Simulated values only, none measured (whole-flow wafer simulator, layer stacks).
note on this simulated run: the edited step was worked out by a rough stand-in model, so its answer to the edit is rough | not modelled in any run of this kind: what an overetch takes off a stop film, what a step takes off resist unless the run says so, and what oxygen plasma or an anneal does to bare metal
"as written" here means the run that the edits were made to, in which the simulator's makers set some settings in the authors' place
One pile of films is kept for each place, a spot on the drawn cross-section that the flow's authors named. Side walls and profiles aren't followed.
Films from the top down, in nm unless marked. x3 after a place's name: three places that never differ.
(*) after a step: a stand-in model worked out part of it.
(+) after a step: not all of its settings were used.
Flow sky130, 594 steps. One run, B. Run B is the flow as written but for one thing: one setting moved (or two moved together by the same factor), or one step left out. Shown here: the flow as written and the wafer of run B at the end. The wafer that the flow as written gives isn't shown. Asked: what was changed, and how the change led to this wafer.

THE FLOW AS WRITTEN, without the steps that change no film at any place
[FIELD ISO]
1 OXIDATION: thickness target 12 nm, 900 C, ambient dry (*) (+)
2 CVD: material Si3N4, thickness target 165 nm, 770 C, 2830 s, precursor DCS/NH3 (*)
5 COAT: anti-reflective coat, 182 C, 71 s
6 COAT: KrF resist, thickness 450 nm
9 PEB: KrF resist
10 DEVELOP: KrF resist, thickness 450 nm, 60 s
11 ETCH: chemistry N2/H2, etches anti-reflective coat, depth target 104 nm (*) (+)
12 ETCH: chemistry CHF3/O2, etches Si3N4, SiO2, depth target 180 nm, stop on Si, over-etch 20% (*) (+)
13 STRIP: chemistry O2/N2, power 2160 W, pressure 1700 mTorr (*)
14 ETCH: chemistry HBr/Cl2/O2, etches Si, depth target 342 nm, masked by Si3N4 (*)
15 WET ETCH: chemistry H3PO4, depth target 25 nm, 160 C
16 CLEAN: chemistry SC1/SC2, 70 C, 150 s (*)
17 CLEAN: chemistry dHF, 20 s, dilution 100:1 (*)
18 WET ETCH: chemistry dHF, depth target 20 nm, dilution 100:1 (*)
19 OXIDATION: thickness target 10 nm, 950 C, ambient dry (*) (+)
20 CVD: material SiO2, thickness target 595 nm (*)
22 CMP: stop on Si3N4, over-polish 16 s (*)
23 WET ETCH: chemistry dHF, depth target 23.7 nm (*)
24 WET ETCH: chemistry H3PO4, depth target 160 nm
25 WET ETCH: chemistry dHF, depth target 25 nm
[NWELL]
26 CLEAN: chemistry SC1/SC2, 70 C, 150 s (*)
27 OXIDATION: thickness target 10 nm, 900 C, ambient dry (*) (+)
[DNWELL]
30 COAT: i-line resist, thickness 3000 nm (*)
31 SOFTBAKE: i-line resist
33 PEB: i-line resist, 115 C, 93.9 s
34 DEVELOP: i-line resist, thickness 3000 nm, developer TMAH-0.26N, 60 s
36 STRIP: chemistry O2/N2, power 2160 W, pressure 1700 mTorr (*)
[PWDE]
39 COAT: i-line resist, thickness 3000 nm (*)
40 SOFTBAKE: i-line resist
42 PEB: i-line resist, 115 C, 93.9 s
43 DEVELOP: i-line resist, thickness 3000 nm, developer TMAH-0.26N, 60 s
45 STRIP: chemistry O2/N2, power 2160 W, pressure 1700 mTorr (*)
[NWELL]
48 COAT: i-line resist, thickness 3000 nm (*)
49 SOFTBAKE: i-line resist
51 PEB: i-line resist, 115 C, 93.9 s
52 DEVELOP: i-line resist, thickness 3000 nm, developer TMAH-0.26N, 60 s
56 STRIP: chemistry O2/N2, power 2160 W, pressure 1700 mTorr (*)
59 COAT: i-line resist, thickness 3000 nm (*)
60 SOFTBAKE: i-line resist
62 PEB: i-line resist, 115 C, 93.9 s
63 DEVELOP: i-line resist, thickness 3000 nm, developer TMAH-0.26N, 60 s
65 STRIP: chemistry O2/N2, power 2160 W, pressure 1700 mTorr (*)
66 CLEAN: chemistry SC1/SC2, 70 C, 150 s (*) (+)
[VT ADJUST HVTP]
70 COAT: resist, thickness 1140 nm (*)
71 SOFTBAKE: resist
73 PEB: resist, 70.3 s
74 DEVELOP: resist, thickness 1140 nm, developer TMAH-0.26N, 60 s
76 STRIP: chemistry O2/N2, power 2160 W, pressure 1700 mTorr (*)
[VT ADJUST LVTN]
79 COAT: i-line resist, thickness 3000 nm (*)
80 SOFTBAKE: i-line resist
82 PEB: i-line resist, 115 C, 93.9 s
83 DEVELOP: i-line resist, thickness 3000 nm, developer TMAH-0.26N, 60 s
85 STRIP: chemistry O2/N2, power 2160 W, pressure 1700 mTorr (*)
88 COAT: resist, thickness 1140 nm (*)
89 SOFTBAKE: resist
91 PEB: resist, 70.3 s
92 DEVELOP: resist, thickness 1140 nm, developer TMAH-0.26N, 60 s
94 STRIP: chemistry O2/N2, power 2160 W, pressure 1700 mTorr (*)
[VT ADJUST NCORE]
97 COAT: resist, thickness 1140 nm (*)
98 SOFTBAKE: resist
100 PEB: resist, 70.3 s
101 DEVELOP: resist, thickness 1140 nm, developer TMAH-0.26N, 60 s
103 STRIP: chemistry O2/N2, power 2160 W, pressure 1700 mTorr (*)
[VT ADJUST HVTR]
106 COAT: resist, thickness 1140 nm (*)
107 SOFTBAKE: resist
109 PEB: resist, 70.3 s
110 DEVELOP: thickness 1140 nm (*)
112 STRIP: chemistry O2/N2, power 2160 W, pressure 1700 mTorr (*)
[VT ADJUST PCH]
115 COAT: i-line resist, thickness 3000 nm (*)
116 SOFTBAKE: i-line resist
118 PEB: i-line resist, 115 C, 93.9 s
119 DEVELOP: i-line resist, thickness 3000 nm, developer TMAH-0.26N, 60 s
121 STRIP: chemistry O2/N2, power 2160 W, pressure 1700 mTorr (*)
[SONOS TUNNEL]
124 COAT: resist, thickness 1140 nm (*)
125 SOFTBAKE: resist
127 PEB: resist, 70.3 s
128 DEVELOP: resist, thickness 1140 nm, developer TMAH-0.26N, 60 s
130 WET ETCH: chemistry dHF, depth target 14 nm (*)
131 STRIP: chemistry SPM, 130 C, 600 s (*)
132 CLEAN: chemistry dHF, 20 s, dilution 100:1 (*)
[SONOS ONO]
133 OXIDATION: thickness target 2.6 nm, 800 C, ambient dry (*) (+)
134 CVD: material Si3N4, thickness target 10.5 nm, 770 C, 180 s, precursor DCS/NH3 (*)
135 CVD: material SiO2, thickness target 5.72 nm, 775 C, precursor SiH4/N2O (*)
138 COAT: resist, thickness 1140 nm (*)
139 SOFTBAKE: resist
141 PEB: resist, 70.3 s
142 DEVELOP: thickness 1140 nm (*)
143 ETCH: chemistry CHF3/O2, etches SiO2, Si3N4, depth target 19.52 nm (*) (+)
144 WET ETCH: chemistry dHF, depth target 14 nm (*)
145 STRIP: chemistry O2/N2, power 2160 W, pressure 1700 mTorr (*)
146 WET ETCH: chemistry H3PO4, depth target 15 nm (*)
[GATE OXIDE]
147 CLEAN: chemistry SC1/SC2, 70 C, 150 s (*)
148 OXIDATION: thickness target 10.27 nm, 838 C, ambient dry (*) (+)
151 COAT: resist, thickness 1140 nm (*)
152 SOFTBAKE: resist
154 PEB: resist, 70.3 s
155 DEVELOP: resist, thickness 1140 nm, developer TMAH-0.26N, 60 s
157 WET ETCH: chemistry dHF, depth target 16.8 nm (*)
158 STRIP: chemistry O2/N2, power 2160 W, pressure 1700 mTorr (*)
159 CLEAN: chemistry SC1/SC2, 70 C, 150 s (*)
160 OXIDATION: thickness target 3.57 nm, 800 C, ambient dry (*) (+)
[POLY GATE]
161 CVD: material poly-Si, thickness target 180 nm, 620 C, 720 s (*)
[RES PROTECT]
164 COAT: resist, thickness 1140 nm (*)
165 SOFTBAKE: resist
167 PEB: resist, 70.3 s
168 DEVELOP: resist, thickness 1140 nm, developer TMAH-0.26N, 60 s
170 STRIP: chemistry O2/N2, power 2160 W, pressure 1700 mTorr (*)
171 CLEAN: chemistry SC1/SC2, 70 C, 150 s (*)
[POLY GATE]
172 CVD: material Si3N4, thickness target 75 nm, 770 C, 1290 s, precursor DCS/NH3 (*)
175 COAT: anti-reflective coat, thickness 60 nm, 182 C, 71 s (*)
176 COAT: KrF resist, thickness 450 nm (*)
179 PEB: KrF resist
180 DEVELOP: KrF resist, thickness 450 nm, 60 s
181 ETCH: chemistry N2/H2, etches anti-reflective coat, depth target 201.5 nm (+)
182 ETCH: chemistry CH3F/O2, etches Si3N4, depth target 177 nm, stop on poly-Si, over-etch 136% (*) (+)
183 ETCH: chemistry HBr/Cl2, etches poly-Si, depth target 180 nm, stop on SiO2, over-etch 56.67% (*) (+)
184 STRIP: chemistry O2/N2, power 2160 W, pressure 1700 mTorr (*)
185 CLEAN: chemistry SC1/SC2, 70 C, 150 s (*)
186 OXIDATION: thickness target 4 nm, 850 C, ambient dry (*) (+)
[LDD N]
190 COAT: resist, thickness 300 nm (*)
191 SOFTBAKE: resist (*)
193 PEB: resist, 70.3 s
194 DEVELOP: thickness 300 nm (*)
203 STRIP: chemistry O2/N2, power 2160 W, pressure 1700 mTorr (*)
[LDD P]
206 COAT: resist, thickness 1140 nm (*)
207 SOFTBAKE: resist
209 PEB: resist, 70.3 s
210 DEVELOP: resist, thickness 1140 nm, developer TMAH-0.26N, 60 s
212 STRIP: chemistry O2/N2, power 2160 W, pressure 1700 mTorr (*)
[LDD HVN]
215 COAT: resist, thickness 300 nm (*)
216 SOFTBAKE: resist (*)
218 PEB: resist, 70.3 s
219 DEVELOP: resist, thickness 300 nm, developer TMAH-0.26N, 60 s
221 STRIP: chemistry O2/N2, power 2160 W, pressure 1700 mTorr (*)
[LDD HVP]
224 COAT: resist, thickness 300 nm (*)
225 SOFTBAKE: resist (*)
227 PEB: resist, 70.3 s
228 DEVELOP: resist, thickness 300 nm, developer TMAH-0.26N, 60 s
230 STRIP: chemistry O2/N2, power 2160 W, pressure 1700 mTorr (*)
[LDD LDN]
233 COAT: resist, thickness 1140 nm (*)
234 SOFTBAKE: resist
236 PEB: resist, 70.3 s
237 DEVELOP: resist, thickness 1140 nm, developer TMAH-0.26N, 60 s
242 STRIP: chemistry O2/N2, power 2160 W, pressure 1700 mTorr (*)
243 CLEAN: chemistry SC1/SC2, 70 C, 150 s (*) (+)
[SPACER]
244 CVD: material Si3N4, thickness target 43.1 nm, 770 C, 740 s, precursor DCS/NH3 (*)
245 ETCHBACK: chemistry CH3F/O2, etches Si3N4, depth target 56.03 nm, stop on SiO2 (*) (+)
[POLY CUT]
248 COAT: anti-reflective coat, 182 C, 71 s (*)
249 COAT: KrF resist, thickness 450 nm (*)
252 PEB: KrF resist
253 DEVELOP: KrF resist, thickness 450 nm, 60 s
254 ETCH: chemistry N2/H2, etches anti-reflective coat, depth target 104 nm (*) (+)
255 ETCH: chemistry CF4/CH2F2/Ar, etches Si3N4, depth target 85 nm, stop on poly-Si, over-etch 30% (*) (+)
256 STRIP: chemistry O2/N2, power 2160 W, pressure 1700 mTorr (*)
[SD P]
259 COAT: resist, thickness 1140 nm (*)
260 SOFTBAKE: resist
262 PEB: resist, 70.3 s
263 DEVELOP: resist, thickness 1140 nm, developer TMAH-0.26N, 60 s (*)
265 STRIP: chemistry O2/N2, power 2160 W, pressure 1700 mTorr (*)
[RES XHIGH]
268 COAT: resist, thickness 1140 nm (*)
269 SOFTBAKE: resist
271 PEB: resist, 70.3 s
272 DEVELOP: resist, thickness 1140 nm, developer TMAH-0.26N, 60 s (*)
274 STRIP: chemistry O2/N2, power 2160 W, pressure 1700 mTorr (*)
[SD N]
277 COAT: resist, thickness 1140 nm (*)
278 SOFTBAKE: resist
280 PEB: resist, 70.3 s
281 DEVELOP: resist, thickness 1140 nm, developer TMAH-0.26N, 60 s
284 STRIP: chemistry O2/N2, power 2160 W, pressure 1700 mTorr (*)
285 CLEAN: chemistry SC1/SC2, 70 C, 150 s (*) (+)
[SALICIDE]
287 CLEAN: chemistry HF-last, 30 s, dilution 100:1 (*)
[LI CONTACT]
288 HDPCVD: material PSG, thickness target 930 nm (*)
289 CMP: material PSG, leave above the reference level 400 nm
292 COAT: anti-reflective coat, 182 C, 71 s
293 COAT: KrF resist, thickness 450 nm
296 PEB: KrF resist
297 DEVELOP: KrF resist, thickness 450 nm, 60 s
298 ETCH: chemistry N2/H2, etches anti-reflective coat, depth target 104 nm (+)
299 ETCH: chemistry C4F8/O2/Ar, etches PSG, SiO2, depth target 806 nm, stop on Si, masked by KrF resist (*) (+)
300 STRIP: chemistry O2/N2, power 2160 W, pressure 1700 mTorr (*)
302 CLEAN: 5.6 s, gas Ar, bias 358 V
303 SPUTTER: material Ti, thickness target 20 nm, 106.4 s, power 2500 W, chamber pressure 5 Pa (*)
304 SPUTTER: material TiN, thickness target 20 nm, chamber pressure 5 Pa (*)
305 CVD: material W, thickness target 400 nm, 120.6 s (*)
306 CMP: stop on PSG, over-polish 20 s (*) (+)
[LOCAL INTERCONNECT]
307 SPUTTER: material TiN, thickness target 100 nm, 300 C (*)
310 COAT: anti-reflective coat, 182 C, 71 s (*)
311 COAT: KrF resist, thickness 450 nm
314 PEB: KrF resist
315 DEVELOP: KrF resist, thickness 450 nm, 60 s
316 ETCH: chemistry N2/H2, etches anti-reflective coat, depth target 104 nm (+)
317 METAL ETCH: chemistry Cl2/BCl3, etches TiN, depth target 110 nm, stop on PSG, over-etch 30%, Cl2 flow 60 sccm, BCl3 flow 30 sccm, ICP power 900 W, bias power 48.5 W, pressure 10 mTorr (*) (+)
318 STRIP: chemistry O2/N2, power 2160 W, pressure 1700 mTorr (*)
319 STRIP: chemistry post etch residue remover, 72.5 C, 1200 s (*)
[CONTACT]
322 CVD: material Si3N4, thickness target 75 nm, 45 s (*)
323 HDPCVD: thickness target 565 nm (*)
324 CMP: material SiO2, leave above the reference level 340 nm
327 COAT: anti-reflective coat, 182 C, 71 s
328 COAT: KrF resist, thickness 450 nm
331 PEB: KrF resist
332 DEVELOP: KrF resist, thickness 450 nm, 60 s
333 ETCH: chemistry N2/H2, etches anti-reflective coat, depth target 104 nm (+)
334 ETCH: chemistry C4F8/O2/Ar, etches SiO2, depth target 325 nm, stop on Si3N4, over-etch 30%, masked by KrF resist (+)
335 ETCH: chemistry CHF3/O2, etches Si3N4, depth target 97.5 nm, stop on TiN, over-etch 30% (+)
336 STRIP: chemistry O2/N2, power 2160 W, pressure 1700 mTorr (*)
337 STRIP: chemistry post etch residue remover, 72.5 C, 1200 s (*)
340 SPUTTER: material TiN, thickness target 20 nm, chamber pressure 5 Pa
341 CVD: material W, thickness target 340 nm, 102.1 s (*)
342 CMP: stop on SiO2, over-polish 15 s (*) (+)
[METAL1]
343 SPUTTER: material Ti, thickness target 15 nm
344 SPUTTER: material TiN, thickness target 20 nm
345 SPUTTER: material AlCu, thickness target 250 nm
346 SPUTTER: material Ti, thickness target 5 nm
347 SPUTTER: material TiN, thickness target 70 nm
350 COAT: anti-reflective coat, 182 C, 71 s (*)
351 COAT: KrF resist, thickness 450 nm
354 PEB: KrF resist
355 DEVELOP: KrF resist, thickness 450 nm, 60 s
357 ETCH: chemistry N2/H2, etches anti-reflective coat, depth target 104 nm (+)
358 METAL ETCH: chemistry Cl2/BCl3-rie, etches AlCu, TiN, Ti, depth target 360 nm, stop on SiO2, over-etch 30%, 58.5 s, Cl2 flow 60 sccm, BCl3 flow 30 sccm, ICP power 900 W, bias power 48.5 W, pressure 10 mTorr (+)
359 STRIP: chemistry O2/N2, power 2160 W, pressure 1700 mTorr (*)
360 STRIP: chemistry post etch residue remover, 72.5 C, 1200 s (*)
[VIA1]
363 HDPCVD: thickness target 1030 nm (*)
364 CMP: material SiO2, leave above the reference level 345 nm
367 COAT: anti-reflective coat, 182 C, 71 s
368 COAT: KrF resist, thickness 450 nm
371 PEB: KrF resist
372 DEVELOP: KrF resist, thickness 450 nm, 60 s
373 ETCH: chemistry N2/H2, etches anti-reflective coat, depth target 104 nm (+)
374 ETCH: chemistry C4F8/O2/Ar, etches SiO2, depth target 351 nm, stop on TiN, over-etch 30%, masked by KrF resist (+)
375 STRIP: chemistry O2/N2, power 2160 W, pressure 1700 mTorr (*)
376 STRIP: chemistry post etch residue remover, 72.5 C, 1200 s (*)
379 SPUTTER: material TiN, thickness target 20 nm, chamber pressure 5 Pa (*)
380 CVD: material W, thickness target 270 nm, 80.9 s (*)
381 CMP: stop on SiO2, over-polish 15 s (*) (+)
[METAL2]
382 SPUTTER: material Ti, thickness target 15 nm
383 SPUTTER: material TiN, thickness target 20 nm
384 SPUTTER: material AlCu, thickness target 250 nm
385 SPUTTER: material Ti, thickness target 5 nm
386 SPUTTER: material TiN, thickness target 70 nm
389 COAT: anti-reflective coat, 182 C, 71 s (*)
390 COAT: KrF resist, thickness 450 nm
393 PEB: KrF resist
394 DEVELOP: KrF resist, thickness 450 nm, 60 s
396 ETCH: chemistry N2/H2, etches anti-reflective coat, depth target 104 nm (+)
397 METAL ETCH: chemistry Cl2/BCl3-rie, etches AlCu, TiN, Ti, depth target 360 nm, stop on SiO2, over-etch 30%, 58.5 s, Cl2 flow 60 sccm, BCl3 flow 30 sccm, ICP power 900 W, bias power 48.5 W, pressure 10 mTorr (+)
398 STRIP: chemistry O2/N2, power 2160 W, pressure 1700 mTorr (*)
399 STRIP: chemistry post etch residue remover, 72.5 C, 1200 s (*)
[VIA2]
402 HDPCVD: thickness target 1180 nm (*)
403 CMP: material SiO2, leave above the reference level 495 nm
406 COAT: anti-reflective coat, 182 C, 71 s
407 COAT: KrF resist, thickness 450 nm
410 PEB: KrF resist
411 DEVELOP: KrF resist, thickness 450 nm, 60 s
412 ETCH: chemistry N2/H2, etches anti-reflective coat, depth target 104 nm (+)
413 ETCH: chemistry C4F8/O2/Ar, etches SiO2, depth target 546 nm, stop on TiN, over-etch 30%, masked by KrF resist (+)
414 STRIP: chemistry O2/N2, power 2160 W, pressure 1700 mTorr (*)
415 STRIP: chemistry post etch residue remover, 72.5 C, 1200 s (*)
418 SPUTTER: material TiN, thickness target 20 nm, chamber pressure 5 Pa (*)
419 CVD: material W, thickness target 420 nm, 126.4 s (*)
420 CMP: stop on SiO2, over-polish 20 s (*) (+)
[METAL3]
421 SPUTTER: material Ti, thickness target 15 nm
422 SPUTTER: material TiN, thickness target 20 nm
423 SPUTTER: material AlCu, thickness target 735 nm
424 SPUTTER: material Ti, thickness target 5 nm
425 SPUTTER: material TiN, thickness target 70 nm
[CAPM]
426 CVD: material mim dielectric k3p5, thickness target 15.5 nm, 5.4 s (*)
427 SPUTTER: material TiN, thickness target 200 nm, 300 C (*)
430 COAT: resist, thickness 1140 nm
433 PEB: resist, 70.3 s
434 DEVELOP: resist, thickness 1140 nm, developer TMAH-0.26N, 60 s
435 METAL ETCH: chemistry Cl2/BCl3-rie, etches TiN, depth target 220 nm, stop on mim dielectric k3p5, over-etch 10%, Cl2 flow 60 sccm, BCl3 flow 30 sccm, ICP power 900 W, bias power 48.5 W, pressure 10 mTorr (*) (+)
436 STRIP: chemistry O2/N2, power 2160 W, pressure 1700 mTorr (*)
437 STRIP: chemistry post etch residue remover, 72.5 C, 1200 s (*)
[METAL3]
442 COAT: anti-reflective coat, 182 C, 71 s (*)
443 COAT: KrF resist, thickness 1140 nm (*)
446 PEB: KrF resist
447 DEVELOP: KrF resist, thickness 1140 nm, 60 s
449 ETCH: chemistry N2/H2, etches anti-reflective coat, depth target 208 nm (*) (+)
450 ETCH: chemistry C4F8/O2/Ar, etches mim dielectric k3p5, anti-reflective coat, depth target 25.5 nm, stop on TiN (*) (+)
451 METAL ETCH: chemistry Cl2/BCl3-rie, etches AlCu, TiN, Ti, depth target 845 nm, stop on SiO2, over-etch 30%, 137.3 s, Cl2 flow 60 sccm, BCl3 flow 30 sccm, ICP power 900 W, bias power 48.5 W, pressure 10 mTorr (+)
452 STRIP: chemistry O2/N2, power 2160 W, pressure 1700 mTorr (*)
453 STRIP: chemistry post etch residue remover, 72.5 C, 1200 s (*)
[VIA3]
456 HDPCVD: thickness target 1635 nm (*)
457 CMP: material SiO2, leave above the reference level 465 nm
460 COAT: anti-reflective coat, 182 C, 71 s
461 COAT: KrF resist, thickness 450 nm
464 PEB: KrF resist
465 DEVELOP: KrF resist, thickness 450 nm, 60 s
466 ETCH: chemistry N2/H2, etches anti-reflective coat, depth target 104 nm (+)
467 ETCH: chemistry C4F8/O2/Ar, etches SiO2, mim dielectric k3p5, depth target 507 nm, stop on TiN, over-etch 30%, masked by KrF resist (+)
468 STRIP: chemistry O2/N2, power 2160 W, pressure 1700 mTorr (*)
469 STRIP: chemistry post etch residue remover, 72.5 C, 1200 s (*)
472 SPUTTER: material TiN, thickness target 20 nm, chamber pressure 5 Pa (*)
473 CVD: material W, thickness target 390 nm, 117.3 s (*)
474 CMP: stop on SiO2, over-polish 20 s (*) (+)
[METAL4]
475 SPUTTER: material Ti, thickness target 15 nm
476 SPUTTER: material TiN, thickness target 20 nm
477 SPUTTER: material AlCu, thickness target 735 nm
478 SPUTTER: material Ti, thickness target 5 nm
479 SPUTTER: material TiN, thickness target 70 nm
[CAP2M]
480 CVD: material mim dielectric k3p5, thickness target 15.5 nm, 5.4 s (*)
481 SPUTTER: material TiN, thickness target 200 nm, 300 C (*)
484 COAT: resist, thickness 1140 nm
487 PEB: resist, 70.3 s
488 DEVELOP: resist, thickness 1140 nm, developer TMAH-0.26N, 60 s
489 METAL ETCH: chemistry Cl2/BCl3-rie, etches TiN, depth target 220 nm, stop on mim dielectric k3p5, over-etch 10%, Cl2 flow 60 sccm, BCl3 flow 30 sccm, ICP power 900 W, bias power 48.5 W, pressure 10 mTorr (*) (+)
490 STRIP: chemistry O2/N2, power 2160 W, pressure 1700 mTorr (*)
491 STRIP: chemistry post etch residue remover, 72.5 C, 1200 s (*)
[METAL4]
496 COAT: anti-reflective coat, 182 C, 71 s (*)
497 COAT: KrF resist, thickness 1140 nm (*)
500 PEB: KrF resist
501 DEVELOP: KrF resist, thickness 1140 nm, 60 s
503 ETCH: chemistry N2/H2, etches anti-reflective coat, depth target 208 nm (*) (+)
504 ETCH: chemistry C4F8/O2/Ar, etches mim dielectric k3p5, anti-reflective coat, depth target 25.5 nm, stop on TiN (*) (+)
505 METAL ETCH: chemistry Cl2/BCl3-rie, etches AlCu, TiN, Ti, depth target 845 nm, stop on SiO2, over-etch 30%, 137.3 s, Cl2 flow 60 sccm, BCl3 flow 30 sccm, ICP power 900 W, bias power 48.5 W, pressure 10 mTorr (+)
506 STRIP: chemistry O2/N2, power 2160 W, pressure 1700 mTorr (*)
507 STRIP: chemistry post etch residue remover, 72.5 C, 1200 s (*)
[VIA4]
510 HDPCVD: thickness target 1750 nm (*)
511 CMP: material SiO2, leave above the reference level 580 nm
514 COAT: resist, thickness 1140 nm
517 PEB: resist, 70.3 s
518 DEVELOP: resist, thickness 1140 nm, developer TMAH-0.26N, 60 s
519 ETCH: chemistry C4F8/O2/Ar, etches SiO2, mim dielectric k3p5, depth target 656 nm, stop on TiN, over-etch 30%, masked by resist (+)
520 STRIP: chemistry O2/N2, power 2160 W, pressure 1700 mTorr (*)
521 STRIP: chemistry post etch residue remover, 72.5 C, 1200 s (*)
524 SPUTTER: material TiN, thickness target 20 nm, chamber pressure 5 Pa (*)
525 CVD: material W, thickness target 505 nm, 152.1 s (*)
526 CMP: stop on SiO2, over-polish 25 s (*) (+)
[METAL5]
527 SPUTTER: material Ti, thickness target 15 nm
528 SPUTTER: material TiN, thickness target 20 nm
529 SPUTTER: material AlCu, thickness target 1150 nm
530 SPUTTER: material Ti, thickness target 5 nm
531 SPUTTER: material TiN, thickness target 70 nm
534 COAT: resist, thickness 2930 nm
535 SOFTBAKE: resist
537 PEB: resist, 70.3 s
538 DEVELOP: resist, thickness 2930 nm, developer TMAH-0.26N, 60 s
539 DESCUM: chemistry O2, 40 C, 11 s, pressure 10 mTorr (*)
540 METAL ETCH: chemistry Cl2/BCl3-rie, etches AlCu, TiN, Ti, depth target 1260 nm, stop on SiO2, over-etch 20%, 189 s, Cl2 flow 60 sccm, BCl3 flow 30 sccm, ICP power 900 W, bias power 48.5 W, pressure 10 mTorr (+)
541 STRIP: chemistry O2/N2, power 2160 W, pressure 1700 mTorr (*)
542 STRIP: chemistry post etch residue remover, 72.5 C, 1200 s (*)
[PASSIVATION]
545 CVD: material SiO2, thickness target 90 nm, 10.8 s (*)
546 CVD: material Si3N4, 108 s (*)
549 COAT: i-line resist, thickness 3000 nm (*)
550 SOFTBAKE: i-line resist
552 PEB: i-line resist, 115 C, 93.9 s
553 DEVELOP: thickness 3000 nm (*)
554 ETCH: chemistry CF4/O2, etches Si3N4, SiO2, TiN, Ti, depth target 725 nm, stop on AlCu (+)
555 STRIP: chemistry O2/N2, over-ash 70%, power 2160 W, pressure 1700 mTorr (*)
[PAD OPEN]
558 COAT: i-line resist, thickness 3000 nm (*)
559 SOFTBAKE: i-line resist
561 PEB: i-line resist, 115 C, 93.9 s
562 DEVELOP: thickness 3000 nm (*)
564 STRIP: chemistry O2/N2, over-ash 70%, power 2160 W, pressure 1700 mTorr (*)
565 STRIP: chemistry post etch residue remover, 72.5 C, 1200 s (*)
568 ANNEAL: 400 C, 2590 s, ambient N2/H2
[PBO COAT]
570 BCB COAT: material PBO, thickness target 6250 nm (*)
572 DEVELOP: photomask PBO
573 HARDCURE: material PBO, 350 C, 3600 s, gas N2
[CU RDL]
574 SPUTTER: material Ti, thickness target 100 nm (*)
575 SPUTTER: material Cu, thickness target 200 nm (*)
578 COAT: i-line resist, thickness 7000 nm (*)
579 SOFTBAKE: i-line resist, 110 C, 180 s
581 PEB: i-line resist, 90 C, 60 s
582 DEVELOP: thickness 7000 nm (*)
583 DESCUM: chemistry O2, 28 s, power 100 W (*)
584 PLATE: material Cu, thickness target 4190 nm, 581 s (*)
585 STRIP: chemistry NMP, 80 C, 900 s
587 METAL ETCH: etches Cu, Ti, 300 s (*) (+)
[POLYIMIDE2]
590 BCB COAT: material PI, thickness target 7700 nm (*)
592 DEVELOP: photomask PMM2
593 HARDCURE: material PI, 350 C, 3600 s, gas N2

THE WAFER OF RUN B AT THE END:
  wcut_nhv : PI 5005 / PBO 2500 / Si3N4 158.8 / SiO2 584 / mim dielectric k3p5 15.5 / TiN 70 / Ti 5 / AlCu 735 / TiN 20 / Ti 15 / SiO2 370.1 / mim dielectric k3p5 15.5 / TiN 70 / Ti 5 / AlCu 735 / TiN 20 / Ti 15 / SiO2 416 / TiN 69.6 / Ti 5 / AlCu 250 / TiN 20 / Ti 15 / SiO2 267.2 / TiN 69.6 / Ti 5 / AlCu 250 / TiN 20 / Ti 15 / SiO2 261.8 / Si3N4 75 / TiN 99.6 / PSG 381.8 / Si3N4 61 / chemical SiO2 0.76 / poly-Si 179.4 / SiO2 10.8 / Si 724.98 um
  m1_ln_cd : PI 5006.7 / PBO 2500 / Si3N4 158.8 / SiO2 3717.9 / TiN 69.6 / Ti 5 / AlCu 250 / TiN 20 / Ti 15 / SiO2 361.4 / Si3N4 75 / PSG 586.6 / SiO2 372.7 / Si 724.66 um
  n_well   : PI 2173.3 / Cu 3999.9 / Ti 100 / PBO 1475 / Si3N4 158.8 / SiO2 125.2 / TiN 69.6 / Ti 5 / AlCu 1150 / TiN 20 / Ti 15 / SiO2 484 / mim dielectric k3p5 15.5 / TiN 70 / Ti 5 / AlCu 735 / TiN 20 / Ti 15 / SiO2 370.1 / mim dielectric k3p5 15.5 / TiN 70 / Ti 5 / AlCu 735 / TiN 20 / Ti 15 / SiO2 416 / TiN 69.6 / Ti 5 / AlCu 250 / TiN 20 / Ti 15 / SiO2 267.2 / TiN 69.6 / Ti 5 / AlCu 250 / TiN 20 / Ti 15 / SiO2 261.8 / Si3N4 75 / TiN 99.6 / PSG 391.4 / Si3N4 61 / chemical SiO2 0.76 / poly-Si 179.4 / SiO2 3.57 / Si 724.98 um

The cause: step 570, BCB COAT: thickness target 3125 nm was run, where the flow has thickness target 6250 nm.

How the change led to this, step by step:
  570 BCB COAT: material PBO, thickness target 6250 nm (*)
      dice_street, vpp_sp, vpp_ln and 71 more: PBO +3125 (new film) (as written it would be: PBO +6250 (new film))
      n_well, p_well, sd_n, sd_p: PBO +1843.7 (new film) (as written it would be: PBO +4967.5 (new film))
      (and at 115 more places)
  572 DEVELOP: photomask PBO
      pad: PBO -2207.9 (all of it) (as written it would be: PBO -5331.8 (all of it))
  573 HARDCURE: material PBO, 350 C, 3600 s, gas N2
      dice_street, vpp_sp, vpp_ln and 71 more: PBO -625 (as written it would be: PBO -1250)
      varactor_hvt, gate_p_hvt_sd, active_p_hvt and 7 more: PBO -625.9 (as written it would be: PBO -1250.9)
      (and at 108 more places)
  578 COAT: i-line resist, thickness 7000 nm (*)
      pad: i-line resist +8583 (new film) (as written it would be: i-line resist +11.08 um (new film))
      via4_hole: i-line resist +6717.1 (new film) (as written it would be: i-line resist +6859.8 (new film))
  579 SOFTBAKE: i-line resist, 110 C, 180 s
      varactor_hvt: i-line resist +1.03 (as written it would be: i-line resist -0.53)
      gate_p_hvt: i-line resist +1.44 (as written it would be: i-line resist -0.63)
      (and at 95 more places)
  582 DEVELOP: thickness 7000 nm (*)
      pad: i-line resist -8582.9 (all of it) (as written it would be: i-line resist -11.08 um (all of it))
      mim: i-line resist -6730 (all of it) (as written it would be: i-line resist -6867.8 (all of it))
  585 STRIP: chemistry NMP, 80 C, 900 s
      via4_hole: i-line resist -6654.1 (all of it) (as written it would be: i-line resist -6804.6 (all of it))
      via4_enc: i-line resist -6670.1 (all of it) (as written it would be: i-line resist -6806.8 (all of it))
  590 BCB COAT: material PI, thickness target 7700 nm (*)
      mim: PI +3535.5 (new film) (as written it would be: PI +3670.5 (new film))
      pad: PI +5182.7 (new film) (as written it would be: PI +7682.4 (new film))
      (and at 1 more place)
  592 DEVELOP: photomask PMM2
      pad: PI -5182.7 (all of it) (as written it would be: PI -7682.4 (all of it))
